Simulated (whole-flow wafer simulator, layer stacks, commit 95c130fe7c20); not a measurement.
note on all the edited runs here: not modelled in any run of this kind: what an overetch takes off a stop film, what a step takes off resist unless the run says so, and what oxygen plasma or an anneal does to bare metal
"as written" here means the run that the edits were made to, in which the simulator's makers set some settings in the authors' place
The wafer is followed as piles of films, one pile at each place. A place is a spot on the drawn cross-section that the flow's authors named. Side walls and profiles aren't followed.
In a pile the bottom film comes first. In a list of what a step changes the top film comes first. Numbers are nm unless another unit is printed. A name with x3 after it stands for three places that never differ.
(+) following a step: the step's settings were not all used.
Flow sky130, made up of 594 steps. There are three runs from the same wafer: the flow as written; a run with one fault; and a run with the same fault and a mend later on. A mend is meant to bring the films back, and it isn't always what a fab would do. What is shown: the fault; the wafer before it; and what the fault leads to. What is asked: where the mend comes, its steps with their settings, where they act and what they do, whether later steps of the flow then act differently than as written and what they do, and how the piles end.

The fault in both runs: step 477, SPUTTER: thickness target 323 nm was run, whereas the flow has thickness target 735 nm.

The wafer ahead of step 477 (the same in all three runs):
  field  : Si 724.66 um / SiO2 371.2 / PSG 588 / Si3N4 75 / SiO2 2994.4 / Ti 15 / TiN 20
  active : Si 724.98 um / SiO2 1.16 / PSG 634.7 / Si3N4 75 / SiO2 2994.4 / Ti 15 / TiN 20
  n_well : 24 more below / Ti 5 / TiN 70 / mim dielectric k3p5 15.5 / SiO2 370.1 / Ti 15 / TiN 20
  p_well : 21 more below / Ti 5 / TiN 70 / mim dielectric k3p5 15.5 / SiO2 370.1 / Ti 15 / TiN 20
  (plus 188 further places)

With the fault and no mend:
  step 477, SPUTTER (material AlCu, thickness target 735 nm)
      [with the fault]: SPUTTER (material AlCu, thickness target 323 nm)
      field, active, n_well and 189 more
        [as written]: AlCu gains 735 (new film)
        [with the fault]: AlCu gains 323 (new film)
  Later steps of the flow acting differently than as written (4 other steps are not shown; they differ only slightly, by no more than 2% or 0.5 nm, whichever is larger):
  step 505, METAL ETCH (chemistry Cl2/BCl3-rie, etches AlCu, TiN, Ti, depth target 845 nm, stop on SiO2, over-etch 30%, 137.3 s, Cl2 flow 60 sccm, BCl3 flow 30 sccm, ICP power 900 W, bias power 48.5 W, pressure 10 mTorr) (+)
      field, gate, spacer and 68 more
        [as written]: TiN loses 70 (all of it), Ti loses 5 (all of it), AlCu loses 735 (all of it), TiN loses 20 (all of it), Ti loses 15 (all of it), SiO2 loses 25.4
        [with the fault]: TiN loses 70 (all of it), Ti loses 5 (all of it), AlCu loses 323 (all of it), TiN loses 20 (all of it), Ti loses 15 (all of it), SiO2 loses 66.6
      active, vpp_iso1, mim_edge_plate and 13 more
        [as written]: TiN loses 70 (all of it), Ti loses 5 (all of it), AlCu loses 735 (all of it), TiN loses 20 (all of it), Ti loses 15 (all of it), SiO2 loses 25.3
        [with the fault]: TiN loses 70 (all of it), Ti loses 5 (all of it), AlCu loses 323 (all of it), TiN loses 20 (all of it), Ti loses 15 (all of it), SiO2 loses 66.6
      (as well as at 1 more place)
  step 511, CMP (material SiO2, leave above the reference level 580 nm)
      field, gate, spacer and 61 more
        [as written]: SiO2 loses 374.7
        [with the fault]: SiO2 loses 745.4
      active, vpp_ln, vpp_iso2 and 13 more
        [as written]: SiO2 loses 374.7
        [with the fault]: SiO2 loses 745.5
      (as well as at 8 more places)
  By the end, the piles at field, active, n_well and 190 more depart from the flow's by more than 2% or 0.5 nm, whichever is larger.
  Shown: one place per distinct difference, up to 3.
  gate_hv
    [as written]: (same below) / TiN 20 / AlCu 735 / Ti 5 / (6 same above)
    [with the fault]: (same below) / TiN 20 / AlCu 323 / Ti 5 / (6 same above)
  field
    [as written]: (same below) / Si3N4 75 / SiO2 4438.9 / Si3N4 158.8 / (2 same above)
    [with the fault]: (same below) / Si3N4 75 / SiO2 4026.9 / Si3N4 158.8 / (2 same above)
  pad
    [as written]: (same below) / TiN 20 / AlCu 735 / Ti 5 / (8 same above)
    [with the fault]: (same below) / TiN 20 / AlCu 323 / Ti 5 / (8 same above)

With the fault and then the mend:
  The mend stands after step 477.
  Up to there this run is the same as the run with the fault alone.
  step 477a, SPUTTER (material AlCu, thickness target 412 nm) (the flow's step 477, run once more with other settings)
      field, active, n_well and 189 more
        AlCu gains 412
  Later steps of the flow that are run all act as written at every place that is followed.
  The piles end the same as the flow's at every place that both follow.
